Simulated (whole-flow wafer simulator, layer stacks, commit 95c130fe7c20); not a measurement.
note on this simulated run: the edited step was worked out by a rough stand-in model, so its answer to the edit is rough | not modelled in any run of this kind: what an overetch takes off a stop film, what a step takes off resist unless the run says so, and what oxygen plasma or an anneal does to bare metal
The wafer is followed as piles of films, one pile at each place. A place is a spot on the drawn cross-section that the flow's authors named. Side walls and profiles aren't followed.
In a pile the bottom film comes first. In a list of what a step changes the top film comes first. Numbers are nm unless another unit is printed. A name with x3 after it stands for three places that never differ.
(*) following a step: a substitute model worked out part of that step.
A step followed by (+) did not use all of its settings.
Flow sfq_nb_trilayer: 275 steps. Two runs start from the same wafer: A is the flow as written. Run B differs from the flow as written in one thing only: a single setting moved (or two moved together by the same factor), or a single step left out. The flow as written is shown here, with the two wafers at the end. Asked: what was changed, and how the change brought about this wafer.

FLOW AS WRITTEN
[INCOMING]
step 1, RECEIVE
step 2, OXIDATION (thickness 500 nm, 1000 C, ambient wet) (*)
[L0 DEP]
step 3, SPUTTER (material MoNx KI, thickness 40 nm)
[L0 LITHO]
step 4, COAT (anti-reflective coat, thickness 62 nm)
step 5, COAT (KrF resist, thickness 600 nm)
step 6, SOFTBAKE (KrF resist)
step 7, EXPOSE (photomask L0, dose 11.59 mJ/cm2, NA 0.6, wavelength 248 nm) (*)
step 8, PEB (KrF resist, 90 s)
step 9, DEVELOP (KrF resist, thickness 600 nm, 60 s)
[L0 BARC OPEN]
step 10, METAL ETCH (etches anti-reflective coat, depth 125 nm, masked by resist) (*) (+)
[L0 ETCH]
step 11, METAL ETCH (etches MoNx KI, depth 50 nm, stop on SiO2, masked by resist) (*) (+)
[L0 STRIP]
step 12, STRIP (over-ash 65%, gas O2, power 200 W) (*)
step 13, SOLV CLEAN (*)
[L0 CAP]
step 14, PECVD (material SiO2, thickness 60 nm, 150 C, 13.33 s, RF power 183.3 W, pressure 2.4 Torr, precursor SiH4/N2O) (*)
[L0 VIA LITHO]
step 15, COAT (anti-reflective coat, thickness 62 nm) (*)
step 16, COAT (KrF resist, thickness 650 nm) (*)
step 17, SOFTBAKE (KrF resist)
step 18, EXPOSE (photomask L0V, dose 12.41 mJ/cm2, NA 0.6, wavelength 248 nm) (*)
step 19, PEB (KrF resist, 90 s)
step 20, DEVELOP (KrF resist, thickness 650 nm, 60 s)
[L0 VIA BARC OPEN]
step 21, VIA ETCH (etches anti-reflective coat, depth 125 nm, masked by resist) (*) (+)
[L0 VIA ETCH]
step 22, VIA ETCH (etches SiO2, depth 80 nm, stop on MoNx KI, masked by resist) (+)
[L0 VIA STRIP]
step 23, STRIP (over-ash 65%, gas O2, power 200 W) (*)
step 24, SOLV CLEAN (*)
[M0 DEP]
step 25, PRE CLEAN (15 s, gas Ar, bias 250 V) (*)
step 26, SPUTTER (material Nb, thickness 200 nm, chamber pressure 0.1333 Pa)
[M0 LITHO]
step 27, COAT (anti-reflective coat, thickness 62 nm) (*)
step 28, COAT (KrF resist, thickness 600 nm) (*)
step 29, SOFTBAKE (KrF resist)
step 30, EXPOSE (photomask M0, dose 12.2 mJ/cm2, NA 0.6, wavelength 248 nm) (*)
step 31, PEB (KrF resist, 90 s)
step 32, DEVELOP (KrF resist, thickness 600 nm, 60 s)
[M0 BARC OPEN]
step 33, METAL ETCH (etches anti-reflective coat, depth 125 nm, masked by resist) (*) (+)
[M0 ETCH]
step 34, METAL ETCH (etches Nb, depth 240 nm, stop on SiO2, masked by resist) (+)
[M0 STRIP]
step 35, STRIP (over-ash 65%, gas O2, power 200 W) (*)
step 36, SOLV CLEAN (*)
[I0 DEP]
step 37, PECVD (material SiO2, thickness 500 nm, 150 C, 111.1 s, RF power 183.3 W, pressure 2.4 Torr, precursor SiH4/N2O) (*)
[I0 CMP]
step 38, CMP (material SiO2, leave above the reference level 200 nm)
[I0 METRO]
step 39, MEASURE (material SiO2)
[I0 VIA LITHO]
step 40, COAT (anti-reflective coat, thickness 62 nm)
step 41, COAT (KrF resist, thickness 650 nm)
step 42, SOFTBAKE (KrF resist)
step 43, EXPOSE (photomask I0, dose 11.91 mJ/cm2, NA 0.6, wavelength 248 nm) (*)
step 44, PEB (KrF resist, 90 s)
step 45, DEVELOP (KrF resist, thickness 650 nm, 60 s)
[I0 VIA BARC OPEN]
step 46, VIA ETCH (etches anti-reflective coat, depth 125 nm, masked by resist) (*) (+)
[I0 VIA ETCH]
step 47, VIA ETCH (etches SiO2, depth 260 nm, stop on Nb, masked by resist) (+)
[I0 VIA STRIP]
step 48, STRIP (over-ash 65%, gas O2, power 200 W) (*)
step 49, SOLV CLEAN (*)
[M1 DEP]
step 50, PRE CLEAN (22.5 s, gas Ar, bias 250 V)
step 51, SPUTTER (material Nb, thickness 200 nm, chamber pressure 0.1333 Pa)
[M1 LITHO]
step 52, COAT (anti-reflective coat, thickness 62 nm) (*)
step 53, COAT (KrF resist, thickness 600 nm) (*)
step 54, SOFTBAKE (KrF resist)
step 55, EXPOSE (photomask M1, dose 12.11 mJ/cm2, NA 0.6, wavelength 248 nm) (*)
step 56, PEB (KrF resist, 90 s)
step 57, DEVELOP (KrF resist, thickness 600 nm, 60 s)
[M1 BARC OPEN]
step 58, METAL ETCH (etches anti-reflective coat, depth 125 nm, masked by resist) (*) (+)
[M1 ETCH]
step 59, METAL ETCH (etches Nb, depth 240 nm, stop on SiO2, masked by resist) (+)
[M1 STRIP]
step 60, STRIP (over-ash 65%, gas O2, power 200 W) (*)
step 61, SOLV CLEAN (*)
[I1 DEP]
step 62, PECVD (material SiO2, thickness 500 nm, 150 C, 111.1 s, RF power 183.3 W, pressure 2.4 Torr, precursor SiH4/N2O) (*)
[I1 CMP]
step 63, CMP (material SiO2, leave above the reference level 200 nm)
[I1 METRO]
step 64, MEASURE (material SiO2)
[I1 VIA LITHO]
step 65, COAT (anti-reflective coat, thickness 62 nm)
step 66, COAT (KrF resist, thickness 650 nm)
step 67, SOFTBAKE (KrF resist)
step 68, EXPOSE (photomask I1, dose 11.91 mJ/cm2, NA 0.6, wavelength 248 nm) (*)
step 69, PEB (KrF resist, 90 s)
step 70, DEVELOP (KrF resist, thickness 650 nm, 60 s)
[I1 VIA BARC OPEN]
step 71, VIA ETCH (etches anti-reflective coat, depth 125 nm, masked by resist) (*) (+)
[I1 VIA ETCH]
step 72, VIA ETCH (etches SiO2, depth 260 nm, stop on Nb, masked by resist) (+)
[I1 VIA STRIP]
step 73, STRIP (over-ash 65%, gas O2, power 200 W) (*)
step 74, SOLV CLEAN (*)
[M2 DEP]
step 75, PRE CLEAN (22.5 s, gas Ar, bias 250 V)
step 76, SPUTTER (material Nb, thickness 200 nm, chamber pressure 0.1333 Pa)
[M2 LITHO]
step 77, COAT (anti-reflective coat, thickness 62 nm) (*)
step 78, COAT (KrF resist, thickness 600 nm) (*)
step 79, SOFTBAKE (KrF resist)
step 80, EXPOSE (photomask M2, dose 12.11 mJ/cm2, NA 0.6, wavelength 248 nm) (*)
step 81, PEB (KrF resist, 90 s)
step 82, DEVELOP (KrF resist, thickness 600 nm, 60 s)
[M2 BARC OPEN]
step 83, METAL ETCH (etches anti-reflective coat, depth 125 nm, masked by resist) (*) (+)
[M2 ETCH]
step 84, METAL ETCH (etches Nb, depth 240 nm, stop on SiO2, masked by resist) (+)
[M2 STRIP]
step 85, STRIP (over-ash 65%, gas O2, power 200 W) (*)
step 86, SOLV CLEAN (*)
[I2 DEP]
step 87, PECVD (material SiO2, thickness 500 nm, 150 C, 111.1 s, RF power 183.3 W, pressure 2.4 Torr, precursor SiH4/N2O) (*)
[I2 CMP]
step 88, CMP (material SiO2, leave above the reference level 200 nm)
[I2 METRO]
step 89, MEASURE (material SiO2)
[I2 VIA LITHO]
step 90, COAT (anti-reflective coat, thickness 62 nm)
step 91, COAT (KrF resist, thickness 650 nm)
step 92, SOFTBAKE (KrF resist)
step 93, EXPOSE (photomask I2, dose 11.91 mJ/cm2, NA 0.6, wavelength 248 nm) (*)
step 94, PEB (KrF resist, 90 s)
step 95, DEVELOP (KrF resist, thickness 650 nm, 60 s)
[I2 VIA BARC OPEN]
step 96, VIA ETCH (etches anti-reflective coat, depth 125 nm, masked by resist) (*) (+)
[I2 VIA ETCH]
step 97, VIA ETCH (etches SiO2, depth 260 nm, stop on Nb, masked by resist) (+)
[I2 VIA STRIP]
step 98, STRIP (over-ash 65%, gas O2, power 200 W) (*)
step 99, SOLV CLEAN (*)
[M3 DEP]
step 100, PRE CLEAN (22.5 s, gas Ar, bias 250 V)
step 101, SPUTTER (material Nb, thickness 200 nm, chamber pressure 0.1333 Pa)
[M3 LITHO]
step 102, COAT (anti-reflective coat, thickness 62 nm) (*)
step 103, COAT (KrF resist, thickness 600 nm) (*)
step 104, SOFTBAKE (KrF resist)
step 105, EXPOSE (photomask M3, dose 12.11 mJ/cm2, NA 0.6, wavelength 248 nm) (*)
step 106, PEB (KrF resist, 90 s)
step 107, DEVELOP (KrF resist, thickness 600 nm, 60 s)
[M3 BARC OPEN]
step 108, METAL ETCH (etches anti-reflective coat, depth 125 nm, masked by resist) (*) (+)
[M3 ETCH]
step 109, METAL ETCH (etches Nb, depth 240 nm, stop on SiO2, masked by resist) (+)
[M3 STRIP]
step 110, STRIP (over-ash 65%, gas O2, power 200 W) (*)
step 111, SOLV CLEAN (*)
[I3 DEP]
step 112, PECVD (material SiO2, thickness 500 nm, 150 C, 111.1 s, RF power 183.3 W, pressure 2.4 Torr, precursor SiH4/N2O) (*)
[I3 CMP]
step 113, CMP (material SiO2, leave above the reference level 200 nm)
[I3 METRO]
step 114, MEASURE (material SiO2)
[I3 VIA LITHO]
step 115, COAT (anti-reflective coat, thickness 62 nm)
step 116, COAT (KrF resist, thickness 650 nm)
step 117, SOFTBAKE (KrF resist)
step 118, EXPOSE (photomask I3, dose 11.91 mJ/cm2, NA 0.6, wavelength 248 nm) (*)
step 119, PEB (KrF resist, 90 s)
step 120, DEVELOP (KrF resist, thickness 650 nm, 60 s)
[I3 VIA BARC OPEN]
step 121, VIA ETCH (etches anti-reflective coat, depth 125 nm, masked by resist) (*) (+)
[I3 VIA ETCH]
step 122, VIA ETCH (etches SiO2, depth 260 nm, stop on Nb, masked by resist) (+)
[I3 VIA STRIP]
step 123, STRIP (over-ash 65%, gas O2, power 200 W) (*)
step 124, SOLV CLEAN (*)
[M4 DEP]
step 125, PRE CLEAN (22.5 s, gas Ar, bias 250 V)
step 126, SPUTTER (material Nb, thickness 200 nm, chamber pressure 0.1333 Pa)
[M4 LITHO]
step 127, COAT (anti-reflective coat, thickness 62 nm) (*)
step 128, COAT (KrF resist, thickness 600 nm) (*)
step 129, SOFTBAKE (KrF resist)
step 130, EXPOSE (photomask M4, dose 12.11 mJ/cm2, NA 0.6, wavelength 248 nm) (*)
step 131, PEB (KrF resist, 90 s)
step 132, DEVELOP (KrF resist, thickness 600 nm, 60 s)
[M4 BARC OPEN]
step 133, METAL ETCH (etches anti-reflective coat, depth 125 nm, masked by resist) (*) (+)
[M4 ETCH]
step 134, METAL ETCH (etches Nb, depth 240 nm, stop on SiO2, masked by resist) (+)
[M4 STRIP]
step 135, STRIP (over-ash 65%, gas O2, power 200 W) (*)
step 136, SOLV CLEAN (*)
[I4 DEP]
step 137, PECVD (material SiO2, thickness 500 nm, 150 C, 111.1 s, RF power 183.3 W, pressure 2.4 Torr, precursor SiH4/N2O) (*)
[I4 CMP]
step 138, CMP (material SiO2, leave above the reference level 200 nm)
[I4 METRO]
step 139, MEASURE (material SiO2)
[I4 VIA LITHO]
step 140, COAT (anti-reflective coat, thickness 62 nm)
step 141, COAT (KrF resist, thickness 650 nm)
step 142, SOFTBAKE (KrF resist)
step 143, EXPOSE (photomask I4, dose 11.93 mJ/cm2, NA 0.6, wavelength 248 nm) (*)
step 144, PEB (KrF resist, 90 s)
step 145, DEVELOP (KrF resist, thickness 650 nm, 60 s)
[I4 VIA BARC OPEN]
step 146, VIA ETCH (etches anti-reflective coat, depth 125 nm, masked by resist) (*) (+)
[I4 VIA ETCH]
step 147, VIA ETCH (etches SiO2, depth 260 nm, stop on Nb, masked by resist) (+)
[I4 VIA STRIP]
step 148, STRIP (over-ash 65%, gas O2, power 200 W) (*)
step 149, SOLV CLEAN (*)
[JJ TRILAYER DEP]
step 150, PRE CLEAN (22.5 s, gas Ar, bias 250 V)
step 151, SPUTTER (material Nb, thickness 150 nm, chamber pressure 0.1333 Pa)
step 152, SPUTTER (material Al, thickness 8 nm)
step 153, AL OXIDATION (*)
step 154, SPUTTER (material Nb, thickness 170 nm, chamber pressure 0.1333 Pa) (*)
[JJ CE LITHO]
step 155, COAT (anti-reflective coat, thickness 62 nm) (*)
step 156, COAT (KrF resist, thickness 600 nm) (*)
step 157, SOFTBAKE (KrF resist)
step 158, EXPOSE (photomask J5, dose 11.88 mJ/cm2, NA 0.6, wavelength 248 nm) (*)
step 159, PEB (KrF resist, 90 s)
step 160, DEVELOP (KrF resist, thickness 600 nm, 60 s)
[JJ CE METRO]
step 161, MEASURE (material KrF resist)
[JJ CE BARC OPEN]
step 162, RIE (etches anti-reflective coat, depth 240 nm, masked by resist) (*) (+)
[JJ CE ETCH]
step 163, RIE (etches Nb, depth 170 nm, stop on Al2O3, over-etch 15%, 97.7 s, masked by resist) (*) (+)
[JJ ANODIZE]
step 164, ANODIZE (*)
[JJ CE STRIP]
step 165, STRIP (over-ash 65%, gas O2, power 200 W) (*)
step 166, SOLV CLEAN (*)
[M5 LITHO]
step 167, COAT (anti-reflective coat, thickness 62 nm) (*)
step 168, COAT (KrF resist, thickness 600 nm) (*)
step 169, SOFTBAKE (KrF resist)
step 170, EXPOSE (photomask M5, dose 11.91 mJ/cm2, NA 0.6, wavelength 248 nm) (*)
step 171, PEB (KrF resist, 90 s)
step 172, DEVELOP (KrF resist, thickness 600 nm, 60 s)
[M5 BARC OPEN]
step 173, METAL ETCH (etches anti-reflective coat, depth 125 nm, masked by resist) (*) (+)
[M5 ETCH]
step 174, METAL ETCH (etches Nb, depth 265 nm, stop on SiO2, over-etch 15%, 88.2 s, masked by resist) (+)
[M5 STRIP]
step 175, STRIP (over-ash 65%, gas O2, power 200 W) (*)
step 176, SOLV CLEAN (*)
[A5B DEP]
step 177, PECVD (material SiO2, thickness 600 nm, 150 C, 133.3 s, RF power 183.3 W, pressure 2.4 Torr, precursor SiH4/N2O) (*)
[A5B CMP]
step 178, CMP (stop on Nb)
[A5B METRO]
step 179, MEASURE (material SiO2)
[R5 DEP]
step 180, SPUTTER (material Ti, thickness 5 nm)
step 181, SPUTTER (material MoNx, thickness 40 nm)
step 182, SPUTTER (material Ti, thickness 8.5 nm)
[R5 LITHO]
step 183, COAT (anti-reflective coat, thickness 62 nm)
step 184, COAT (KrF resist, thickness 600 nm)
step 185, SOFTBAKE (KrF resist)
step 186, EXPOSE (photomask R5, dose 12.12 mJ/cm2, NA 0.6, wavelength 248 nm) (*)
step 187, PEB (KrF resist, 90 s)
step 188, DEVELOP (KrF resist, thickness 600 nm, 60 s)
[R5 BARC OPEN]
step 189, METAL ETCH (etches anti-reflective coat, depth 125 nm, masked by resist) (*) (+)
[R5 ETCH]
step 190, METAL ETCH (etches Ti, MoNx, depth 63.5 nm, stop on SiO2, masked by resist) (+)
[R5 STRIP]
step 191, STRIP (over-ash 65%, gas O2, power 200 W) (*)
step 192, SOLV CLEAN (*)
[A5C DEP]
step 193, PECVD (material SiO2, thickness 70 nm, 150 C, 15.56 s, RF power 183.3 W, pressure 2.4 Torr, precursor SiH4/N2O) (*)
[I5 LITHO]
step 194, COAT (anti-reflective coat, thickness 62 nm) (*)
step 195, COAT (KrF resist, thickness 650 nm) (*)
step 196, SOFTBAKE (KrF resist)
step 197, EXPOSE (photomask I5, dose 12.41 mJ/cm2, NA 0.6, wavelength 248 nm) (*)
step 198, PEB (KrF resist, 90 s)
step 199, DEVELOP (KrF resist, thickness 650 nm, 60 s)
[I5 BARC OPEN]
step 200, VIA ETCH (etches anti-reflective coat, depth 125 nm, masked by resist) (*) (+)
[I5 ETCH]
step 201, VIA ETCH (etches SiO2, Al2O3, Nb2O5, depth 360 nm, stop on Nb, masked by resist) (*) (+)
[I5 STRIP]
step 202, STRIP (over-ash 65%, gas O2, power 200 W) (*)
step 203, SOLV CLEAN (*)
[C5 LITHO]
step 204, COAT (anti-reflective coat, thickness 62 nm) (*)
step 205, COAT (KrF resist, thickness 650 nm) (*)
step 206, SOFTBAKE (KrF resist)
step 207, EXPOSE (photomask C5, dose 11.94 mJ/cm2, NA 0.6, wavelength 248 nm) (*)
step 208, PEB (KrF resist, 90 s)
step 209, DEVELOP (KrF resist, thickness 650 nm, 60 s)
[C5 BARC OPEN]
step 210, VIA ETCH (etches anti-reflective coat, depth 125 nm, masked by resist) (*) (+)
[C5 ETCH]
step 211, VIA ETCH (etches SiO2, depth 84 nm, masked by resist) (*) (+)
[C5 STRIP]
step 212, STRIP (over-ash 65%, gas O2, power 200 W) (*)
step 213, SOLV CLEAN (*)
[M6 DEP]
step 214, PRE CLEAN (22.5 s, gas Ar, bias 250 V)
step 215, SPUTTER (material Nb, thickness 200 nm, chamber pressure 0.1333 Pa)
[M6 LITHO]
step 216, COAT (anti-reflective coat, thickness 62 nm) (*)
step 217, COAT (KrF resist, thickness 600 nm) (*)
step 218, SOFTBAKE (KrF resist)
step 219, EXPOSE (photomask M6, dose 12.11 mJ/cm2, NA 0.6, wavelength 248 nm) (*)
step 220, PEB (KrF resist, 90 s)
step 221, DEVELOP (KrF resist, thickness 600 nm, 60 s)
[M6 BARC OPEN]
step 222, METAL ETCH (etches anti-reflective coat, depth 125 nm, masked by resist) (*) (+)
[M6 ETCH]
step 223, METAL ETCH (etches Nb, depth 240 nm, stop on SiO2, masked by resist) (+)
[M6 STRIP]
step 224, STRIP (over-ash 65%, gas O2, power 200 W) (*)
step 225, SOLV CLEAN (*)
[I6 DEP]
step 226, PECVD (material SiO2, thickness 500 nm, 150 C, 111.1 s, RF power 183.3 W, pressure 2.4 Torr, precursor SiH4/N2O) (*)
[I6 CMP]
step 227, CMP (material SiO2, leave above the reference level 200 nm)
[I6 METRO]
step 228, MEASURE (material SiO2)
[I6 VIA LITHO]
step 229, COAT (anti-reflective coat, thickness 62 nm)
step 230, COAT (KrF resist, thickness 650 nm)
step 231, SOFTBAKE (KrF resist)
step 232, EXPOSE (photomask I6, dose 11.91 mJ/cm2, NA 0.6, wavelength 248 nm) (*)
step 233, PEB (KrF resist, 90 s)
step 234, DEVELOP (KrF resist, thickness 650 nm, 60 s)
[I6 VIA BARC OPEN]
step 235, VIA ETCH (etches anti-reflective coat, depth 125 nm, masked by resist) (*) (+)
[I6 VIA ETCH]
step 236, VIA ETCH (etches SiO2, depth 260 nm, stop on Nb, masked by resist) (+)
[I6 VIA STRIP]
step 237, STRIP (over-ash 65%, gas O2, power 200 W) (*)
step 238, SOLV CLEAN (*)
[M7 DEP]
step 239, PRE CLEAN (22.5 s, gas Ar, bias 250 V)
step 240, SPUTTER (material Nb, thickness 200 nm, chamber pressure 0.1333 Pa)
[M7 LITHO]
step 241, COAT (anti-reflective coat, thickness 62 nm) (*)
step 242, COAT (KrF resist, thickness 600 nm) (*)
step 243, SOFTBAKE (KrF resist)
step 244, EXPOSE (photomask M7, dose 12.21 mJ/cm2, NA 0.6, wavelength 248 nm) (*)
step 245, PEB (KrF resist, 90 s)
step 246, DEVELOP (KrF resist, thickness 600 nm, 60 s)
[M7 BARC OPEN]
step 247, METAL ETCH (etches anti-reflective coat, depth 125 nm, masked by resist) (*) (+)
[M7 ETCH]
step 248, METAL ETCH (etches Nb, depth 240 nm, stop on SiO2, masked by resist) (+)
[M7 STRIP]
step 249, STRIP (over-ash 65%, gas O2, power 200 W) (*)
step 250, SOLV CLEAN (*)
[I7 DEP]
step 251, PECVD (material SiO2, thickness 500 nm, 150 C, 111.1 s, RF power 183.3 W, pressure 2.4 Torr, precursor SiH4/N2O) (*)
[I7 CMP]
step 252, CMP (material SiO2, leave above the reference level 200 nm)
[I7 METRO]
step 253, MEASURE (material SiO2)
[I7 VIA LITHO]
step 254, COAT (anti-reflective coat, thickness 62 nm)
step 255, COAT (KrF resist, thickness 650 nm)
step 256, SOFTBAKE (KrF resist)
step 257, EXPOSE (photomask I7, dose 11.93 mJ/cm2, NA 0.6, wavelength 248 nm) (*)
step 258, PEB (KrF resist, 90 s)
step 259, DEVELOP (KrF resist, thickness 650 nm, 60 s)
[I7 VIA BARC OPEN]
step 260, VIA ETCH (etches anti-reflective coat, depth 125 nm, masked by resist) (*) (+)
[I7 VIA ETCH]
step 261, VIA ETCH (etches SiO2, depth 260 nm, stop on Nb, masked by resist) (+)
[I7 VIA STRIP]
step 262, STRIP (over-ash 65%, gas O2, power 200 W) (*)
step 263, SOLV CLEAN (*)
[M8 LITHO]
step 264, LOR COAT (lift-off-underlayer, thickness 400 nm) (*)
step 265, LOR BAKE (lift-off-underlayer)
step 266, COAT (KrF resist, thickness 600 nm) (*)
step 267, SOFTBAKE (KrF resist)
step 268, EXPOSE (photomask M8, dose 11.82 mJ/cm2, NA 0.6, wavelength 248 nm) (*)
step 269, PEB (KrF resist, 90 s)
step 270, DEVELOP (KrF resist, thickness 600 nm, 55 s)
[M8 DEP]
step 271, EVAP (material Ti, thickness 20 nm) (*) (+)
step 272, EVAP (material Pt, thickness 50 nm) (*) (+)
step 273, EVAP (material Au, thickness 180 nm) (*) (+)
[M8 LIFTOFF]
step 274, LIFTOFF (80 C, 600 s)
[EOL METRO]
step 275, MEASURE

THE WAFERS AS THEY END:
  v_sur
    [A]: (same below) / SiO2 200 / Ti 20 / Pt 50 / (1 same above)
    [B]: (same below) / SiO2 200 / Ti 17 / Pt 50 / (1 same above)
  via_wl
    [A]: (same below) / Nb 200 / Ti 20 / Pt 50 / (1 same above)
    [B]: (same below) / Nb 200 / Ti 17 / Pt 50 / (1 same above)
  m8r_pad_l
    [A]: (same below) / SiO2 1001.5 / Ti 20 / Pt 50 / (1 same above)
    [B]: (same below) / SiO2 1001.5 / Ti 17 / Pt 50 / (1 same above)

What caused this: step 271, EVAP: thickness 17 nm was run, whereas the flow has thickness 20 nm.
One can read it off the wafer: v_sur has Ti 17, and step 271 as written asks for 20 nm.

Step by step, how the change led to this:
  step 271, EVAP (material Ti, thickness 20 nm) (*) (+)
      field_l, v_sur, via_wl and 103 more: A Ti gains 20 (new film) | B Ti gains 17 (new film)
  step 274, LIFTOFF (80 C, 600 s)
      p4_fl, p4_fm, p4_w1 and 71 more: A Au loses 180 (all of it), Pt loses 50 (all of it), Ti loses 20 (all of it), KrF resist loses 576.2 (all of it), lift-off-underlayer loses 400 (all of it) | B Au loses 180 (all of it), Pt loses 50 (all of it), Ti loses 17 (all of it), KrF resist loses 576.2 (all of it), lift-off-underlayer loses 400 (all of it)
      c5j, ce_r: A Au loses 180 (all of it), Pt loses 50 (all of it), Ti loses 20 (all of it), KrF resist loses 573.3 (all of it), lift-off-underlayer loses 399.3 (all of it) | B Au loses 180 (all of it), Pt loses 50 (all of it), Ti loses 17 (all of it), KrF resist loses 573.3 (all of it), lift-off-underlayer loses 399.3 (all of it)
      (and at 19 other places as well)
